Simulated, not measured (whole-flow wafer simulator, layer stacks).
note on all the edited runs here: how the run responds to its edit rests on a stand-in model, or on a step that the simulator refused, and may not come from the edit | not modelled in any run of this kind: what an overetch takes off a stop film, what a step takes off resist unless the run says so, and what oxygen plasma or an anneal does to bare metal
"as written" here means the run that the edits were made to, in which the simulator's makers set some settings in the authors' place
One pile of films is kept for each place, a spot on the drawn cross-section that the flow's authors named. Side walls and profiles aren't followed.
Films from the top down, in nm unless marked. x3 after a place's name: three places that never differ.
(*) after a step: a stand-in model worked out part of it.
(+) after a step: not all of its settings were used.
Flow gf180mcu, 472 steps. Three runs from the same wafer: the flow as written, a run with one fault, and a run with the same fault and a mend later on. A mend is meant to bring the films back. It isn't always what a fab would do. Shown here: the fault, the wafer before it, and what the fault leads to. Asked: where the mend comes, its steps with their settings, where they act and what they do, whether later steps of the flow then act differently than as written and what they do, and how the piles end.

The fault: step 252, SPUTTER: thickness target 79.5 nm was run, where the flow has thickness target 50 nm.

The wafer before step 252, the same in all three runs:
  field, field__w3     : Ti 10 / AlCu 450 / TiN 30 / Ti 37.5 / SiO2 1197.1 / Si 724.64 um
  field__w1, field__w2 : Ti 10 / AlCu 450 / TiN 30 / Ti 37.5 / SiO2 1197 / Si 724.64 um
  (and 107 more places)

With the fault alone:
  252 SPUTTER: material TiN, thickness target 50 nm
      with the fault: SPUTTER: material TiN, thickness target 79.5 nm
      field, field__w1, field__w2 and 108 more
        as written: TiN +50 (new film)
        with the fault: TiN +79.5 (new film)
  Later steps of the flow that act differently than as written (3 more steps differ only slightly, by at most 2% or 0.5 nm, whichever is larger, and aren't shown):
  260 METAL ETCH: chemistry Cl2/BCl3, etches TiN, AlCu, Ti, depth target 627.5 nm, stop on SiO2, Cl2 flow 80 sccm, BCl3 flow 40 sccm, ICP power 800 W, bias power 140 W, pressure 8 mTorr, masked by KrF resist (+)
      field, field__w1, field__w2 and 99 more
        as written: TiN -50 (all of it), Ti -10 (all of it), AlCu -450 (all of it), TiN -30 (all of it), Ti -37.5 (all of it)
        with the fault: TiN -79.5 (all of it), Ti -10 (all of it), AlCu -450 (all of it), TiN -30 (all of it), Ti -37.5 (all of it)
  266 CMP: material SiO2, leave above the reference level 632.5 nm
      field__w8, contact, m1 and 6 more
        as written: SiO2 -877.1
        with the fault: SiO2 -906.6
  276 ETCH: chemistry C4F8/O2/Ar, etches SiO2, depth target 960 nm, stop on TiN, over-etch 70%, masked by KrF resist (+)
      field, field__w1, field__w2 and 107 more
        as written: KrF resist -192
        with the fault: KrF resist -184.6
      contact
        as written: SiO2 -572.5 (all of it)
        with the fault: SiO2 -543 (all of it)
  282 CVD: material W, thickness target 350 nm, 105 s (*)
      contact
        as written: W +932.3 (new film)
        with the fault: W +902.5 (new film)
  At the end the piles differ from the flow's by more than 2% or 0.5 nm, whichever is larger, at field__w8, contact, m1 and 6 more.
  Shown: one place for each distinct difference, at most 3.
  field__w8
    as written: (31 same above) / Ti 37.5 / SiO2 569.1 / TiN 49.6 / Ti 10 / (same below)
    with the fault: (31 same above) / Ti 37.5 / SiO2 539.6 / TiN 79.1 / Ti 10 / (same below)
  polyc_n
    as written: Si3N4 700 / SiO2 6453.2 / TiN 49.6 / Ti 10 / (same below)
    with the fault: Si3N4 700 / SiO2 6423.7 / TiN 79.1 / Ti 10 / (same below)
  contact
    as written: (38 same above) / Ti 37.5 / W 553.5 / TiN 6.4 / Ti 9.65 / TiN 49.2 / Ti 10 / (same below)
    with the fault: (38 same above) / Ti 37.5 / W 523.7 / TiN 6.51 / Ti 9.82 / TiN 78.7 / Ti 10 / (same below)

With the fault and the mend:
  The mend comes after step 259.
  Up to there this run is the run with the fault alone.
  259a STRIP: chemistry O2/N2, power 2160 W, pressure 1700 mTorr (*)
      field__w8, contact, m1 and 6 more
        KrF resist -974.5 (all of it)
  259b METAL ETCH: chemistry Cl2/BCl3, etches TiN, AlCu, Ti, depth target 29.5 nm, Cl2 flow 80 sccm, BCl3 flow 40 sccm, ICP power 800 W, bias power 140 W, pressure 8 mTorr
      field, field__w1, field__w2 and 108 more
        TiN -29.5
  259c HMDS: 120 C, 60 s (the flow's step 254 once more)
      changes no film at any place that is followed
  259d COAT: KrF resist, thickness 1000 nm (the flow's step 255 once more)
      field, field__w1, field__w2 and 108 more
        KrF resist +1000 (new film)
  259e SOFTBAKE: KrF resist (the flow's step 256 once more)
      changes no film at any place that is followed
  259f EXPOSE: photomask Metal1 (the flow's step 257 once more)
      changes no film at any place that is followed
  259g PEB: KrF resist, 135 C, 90 s (the flow's step 258 once more)
      field, field__w1, field__w2 and 108 more
        KrF resist -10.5
  259h DEVELOP: thickness 1000 nm, 60 s (the flow's step 259 once more)
      field, field__w1, field__w2 and 99 more
        KrF resist -989.5 (all of it)
      field__w8, contact, m1 and 6 more
        KrF resist -14.9
  No later step of the flow acts differently than as written at any place that is followed.
  At the end the piles are the same as the flow's at every place that both follow.
